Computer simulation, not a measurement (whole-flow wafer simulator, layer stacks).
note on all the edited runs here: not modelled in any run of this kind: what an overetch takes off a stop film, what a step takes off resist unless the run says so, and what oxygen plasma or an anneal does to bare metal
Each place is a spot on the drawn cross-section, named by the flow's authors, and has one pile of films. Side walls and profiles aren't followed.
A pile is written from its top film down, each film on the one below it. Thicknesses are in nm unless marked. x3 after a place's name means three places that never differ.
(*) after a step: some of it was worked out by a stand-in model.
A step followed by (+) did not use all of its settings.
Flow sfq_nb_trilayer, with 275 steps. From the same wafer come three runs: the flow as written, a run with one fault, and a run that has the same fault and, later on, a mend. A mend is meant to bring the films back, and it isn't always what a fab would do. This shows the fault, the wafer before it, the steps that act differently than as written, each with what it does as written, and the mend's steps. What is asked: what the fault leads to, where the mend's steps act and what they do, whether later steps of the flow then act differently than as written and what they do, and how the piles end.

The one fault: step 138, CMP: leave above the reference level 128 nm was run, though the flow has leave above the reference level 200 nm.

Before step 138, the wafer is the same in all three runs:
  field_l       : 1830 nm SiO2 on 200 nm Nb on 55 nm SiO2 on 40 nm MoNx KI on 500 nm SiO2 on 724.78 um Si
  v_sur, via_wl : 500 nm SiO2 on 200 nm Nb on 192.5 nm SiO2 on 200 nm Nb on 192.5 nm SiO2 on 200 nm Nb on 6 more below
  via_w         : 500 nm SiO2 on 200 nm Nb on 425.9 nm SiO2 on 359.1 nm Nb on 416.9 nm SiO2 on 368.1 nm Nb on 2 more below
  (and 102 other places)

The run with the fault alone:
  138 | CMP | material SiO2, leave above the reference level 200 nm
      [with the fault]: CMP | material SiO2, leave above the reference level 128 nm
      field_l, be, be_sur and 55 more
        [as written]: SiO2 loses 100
        [with the fault]: SiO2 loses 172
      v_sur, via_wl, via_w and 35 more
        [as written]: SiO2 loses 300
        [with the fault]: SiO2 loses 372
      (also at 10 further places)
  Steps later in the flow that act otherwise than as written (4 more steps, not shown, differ only slightly: by at most 2% or 0.5 nm, whichever is larger):
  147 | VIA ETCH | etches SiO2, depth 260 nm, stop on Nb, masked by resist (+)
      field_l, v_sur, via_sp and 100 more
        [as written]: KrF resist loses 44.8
        [with the fault]: KrF resist loses 33.1
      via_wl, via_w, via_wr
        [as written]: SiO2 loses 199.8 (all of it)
        [with the fault]: SiO2 loses 127.8 (all of it)
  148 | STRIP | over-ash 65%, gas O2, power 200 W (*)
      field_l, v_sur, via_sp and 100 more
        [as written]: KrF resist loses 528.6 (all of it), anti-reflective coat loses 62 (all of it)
        [with the fault]: KrF resist loses 540.4 (all of it), anti-reflective coat loses 62 (all of it)
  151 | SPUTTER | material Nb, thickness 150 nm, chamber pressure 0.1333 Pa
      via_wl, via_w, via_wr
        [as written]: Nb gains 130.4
        [with the fault]: Nb gains 138.8
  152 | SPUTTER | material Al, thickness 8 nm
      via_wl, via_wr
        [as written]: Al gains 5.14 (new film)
        [with the fault]: Al gains 6 (new film)
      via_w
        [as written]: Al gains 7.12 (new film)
        [with the fault]: Al gains 7.78 (new film)
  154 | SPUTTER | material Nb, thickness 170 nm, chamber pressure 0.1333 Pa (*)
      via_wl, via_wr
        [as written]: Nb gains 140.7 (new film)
        [with the fault]: Nb gains 123 (new film)
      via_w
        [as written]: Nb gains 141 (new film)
        [with the fault]: Nb gains 165.6 (new film)
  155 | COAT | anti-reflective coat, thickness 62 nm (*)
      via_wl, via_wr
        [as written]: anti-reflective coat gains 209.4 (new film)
        [with the fault]: anti-reflective coat gains 188.1 (new film)
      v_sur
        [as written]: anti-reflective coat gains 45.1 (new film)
        [with the fault]: anti-reflective coat gains 48.6 (new film)
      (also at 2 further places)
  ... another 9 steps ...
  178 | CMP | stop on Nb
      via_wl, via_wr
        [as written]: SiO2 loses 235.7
        [with the fault]: SiO2 loses 315.9
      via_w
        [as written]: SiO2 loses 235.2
        [with the fault]: SiO2 loses 315.4
  At field_l, v_sur, via_wl and 103 more, the piles at the end differ from the flow's by more than 2% or 0.5 nm, whichever is larger.
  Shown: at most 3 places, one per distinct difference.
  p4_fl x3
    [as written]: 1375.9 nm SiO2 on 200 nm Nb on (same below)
    [with the fault]: 1303.9 nm SiO2 on 200 nm Nb on (same below)
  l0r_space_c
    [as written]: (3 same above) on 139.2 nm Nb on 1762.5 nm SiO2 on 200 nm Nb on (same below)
    [with the fault]: (3 same above) on 139.2 nm Nb on 1690.5 nm SiO2 on 200 nm Nb on (same below)
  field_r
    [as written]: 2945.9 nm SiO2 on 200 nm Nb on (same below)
    [with the fault]: 2873.9 nm SiO2 on 200 nm Nb on (same below)

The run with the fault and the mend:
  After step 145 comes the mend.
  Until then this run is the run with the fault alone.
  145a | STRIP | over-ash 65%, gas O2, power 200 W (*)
      field_l, v_sur, via_sp and 100 more
        KrF resist loses 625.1 (all of it), anti-reflective coat loses 62 (all of it)
      via_wl, via_w, via_wr
        anti-reflective coat loses 62 (all of it)
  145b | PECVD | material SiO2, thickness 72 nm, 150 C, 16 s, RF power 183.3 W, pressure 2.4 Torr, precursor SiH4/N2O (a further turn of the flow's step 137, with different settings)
      field_l, v_sur, via_wl and 103 more
        SiO2 gains 72
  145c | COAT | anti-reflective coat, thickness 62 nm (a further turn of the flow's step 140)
      field_l, v_sur, via_wl and 103 more
        anti-reflective coat gains 62 (new film)
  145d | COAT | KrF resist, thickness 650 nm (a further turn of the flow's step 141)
      field_l, v_sur, via_wl and 103 more
        KrF resist gains 650 (new film)
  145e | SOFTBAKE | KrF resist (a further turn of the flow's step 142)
      leaves every film unchanged at each place that is followed
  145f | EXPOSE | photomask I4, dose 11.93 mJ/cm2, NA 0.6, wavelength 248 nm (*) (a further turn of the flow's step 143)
      leaves every film unchanged at each place that is followed
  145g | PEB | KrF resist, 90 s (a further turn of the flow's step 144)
      field_l, v_sur, via_wl and 103 more
        KrF resist loses 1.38
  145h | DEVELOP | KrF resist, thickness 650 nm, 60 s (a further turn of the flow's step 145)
      field_l, v_sur, via_sp and 100 more
        KrF resist loses 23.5
      via_wl, via_w, via_wr
        KrF resist loses 648.6 (all of it)
  Later steps of the flow that are run all act as written at every place that is followed.
  By the end, the piles equal the flow's at every place that both follow.
